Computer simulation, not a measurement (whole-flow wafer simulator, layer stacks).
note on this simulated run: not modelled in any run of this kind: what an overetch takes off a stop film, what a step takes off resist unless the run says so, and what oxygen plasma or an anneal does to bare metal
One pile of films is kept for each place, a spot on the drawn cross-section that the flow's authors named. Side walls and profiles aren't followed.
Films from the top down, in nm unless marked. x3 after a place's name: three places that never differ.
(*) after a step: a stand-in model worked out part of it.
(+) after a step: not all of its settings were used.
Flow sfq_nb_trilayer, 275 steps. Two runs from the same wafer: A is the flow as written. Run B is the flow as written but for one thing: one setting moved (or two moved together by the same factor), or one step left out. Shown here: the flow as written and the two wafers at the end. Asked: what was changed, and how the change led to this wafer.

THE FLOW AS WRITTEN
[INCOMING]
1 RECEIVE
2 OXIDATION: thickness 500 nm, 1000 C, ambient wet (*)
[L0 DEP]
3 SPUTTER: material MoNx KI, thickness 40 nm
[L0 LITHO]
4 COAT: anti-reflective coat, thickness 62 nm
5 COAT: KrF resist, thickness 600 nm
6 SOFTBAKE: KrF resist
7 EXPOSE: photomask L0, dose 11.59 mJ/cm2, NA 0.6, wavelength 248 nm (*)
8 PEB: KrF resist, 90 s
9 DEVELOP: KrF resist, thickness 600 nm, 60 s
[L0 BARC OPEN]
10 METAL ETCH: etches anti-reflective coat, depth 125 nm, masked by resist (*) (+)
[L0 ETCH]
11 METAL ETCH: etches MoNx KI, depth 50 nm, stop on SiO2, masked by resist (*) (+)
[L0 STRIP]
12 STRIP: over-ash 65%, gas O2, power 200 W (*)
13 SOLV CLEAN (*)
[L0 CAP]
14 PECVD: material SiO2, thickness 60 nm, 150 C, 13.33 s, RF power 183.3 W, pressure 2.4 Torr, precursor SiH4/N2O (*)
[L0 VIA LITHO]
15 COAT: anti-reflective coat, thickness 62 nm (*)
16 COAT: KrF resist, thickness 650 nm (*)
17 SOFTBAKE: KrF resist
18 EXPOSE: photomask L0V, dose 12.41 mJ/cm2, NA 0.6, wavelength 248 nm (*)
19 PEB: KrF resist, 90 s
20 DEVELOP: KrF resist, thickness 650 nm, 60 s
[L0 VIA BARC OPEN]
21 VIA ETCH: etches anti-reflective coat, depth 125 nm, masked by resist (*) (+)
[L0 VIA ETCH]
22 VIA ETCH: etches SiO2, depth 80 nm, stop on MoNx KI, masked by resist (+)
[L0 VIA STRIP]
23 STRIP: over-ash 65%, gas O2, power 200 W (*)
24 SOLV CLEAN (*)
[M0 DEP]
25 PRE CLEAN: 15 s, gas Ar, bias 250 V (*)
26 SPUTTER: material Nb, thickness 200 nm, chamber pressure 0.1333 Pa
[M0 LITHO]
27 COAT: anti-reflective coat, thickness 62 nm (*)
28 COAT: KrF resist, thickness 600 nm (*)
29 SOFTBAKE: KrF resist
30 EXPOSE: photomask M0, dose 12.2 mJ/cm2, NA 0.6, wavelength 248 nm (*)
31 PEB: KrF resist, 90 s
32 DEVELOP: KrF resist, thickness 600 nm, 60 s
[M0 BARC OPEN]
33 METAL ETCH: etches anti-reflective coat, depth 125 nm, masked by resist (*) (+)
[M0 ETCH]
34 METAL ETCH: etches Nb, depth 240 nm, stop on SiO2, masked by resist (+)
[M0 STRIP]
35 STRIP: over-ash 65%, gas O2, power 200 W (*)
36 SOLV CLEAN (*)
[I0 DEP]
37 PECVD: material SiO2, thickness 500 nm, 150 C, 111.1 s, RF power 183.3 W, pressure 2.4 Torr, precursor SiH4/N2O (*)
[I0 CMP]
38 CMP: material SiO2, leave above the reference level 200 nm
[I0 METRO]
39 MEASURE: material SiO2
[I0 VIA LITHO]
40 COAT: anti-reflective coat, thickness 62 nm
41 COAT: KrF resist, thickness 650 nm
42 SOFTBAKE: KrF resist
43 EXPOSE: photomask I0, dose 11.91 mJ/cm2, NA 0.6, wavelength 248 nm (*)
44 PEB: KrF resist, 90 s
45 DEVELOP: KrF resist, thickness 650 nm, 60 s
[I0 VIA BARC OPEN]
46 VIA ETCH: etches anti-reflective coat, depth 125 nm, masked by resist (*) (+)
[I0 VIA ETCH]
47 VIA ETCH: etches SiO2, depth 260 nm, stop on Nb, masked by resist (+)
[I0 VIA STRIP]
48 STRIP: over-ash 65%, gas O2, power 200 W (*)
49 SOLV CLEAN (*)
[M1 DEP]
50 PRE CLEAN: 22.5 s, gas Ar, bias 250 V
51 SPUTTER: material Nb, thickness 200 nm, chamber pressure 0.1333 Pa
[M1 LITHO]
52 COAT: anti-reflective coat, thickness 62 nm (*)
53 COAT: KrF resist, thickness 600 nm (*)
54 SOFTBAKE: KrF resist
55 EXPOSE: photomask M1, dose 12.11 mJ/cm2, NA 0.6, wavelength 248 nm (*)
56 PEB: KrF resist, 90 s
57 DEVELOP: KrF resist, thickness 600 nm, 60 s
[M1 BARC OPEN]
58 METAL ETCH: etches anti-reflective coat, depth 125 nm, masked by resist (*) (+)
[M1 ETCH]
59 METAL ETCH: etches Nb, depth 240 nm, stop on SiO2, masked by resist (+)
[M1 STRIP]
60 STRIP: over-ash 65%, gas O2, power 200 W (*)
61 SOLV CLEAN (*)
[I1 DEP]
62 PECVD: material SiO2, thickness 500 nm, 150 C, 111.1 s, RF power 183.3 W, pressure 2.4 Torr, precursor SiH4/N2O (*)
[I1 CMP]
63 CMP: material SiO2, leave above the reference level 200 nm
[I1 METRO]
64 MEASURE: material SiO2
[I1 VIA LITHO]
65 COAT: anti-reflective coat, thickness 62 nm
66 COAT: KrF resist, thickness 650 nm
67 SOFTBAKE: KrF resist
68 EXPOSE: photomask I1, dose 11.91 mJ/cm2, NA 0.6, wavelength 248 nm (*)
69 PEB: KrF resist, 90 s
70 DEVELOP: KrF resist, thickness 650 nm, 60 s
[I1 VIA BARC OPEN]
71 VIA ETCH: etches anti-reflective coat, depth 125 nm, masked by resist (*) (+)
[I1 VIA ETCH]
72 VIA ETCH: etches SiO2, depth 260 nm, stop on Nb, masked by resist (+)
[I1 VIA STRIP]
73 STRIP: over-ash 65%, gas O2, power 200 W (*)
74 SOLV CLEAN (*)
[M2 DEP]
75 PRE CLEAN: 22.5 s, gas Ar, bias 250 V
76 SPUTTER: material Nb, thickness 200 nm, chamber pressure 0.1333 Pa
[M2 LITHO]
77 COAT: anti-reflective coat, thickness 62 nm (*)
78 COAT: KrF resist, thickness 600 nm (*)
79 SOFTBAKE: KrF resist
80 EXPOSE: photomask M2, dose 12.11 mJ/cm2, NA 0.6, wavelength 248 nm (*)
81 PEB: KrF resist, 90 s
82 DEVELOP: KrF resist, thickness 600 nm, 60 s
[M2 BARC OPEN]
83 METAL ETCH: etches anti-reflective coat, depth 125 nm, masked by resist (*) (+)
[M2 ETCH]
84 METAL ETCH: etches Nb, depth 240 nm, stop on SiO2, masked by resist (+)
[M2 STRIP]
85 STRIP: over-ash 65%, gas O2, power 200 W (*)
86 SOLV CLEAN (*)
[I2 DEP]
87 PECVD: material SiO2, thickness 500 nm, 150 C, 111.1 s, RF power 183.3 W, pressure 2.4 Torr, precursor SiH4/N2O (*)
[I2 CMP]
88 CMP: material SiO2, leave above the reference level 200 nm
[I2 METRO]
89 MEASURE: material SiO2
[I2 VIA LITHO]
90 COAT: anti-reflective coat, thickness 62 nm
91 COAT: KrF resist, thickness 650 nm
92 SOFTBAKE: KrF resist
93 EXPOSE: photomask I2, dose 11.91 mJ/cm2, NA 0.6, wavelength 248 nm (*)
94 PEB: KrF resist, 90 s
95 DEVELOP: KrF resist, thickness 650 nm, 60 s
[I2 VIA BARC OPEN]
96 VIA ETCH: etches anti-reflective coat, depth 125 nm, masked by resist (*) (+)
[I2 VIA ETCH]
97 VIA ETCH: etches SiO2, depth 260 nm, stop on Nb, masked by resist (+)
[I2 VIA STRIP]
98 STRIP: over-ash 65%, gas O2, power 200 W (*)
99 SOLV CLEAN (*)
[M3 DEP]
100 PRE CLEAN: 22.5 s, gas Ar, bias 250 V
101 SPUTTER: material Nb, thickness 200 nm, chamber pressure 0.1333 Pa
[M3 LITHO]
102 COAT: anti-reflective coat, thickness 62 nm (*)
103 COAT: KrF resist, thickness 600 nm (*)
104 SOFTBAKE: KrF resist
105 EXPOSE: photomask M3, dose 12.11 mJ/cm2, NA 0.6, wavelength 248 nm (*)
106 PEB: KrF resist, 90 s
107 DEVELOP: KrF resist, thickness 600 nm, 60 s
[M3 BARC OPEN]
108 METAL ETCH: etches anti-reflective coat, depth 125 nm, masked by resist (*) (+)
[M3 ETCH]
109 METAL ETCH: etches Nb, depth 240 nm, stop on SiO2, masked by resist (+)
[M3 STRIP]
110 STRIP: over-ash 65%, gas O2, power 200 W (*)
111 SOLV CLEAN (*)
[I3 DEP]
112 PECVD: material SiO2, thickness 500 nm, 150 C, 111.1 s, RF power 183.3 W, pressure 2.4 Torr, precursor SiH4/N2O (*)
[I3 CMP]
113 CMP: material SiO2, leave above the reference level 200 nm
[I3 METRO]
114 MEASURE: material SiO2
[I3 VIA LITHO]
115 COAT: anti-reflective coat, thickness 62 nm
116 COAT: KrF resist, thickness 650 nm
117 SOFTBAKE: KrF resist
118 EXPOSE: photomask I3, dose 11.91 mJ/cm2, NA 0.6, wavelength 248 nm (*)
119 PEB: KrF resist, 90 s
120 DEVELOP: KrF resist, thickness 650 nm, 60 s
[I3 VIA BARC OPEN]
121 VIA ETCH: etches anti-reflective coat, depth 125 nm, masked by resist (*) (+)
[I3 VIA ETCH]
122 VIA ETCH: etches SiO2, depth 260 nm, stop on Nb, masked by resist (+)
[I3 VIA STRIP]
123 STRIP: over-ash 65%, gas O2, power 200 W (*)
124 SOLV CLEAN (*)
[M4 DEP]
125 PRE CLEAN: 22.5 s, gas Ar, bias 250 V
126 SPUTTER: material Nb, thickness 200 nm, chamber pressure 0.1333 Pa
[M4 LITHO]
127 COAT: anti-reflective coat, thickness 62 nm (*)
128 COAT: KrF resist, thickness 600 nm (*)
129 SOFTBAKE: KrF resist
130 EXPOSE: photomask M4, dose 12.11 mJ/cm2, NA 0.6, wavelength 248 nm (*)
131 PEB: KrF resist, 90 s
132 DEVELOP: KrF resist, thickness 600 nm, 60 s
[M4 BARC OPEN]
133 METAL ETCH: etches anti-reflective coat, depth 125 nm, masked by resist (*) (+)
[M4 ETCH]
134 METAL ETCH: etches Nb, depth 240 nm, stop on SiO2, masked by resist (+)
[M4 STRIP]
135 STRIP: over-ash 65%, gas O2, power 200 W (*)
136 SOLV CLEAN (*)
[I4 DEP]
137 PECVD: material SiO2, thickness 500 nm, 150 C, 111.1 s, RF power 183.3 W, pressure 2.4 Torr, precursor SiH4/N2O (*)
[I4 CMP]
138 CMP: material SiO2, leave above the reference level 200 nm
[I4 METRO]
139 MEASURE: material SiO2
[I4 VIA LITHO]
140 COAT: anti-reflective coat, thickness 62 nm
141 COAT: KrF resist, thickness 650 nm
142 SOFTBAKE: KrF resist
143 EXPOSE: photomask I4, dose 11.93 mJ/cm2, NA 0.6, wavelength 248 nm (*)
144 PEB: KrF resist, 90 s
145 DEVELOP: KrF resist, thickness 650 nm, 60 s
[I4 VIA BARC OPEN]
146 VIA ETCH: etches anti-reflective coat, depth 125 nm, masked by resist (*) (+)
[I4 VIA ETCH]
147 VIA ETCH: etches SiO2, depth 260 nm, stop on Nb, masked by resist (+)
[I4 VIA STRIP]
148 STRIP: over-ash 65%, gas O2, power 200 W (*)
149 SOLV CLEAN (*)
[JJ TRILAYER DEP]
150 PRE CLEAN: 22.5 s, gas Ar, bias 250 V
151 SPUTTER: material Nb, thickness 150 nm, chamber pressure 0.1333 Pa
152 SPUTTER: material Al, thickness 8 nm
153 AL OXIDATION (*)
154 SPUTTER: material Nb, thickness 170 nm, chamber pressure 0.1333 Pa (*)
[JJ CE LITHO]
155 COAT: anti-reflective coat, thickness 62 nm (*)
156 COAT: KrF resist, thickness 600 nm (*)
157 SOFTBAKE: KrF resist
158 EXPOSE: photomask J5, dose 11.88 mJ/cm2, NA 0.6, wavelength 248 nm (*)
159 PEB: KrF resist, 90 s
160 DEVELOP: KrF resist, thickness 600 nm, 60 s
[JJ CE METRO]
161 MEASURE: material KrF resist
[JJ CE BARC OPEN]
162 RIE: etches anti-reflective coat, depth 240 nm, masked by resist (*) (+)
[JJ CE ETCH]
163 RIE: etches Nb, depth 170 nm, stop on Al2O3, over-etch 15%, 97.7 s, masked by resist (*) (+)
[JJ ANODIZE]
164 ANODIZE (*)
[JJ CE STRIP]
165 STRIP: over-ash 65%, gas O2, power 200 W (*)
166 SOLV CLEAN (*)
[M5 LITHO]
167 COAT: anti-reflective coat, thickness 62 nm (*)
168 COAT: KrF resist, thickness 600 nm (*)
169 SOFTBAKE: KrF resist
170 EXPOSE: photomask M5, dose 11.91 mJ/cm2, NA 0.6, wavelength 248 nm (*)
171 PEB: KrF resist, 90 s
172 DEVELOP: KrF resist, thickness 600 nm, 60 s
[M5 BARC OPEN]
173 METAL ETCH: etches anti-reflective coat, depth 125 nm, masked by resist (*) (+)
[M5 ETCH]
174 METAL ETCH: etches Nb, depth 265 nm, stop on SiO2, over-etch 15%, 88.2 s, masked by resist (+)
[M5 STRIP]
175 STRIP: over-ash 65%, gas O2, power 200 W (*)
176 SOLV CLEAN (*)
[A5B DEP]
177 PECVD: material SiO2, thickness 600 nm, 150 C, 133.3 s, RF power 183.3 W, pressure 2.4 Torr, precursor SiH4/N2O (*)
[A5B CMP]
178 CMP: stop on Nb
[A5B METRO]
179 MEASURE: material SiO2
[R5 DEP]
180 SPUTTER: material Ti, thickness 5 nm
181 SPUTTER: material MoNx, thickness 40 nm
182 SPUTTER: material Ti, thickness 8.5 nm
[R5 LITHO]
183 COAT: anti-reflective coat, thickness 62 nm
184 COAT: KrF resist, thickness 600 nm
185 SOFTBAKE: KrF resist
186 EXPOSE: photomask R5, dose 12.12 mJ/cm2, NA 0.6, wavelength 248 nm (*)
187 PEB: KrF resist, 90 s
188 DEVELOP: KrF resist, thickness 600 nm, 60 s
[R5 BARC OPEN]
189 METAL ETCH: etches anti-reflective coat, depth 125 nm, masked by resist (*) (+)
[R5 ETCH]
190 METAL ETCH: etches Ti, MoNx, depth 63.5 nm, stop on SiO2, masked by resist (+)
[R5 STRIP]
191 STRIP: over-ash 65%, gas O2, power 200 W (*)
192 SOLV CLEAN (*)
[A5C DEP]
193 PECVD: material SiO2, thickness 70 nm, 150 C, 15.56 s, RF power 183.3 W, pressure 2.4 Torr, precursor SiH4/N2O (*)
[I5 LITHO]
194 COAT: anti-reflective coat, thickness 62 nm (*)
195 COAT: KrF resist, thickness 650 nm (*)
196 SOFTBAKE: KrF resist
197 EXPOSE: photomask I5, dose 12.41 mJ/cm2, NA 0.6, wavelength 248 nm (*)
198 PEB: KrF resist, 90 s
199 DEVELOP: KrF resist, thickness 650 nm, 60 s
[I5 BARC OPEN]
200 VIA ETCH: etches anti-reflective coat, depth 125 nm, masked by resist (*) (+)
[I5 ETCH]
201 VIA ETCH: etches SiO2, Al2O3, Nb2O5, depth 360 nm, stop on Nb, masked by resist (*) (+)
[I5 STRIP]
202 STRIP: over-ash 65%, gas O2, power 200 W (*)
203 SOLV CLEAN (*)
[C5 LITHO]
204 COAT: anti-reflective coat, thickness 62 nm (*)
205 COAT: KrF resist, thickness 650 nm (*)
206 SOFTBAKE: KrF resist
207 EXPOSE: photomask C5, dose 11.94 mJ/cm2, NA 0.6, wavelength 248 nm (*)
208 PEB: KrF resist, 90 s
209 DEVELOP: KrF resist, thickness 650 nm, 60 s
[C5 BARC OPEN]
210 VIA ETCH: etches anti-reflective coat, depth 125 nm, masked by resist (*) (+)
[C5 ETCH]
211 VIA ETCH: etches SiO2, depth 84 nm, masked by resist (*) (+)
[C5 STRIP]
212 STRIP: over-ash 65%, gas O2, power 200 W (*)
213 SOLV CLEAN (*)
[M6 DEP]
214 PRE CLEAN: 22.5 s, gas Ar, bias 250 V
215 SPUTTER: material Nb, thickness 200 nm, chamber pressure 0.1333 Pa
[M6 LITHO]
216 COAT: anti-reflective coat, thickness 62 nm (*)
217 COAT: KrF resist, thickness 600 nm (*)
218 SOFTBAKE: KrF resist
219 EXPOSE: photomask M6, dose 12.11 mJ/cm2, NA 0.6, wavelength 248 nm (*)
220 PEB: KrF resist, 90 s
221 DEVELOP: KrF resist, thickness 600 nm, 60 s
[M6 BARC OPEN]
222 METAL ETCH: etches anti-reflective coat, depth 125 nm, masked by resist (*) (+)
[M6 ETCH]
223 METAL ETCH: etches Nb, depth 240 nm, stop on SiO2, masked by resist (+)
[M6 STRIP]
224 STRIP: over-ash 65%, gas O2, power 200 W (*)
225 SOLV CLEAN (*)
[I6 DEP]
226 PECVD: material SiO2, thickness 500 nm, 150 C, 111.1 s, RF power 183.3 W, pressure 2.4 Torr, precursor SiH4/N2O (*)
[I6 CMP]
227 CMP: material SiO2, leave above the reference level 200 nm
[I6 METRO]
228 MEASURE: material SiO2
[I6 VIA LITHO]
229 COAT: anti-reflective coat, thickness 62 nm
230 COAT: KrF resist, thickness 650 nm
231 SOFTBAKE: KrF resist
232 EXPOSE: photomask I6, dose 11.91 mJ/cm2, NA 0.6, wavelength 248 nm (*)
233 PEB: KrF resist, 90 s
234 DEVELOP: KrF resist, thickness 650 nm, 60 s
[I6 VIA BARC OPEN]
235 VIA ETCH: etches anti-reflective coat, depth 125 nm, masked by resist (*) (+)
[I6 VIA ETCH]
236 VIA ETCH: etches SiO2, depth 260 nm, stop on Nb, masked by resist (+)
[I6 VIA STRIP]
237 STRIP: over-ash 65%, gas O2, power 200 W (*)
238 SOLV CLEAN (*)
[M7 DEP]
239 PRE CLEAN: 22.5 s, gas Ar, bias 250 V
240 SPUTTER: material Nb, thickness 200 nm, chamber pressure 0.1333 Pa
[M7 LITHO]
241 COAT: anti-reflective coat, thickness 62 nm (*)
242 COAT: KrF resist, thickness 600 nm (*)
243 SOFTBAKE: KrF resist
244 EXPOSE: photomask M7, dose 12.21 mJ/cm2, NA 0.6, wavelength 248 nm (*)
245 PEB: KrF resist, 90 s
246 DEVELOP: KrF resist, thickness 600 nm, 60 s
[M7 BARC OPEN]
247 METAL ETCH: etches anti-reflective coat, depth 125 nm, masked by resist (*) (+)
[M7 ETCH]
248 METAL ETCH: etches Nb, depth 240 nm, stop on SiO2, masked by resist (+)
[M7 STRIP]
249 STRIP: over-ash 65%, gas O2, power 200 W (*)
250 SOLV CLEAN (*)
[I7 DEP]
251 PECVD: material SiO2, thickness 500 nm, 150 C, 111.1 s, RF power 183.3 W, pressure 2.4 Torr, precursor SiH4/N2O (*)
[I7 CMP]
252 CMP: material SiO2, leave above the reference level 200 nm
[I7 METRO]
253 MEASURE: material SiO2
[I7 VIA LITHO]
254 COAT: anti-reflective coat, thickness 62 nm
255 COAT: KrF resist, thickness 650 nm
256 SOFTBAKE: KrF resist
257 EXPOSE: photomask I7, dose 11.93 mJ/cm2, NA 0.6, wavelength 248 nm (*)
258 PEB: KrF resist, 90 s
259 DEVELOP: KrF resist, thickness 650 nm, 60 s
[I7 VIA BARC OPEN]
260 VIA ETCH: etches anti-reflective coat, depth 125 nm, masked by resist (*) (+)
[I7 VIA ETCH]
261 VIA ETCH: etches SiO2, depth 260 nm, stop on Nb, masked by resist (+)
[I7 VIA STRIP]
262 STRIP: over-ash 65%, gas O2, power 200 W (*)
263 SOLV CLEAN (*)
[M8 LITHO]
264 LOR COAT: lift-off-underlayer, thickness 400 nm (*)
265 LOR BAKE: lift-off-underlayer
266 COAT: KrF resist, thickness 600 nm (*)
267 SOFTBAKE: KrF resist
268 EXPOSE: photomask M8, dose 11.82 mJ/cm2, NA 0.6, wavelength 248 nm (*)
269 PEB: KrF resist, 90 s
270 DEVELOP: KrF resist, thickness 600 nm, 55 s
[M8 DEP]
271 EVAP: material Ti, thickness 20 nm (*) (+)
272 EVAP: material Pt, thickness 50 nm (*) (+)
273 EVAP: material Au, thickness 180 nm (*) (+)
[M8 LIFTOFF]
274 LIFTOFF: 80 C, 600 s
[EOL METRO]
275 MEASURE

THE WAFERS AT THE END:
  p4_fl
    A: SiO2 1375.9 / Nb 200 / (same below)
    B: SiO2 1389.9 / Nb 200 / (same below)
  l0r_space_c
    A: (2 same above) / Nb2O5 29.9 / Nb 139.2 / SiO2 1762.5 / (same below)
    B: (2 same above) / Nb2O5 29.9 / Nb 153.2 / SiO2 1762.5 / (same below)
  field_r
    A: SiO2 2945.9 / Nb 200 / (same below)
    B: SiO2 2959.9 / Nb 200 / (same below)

The cause: step 151, SPUTTER: thickness 164 nm was run, where the flow has thickness 150 nm.

How the change led to this, step by step:
  151 SPUTTER: material Nb, thickness 150 nm, chamber pressure 0.1333 Pa
      field_l, v_sur, via_sp and 100 more: A Nb +150 (new film) | B Nb +164 (new film)
      via_wl, via_w, via_wr: A Nb +130.4 | B Nb +142.7
  174 METAL ETCH: etches Nb, depth 265 nm, stop on SiO2, over-etch 15%, 88.2 s, masked by resist (+)
      field_l, r_sur, res and 50 more: A Al2O3 -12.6 (all of it), Nb2O5 -29.9 (all of it), Nb -139.2 (all of it), SiO2 -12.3 | B Al2O3 -12.6 (all of it), Nb2O5 -29.9 (all of it), Nb -153.2 (all of it), SiO2 -10.9
  178 CMP: stop on Nb
      field_l, p4_fl, p4_fm and 39 more: A SiO2 -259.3 | B SiO2 -246.7
      r_sur, res, r_end, moat, field_r, lsp_l: A SiO2 -252.3 | B SiO2 -239.2
      (and at 5 more places)
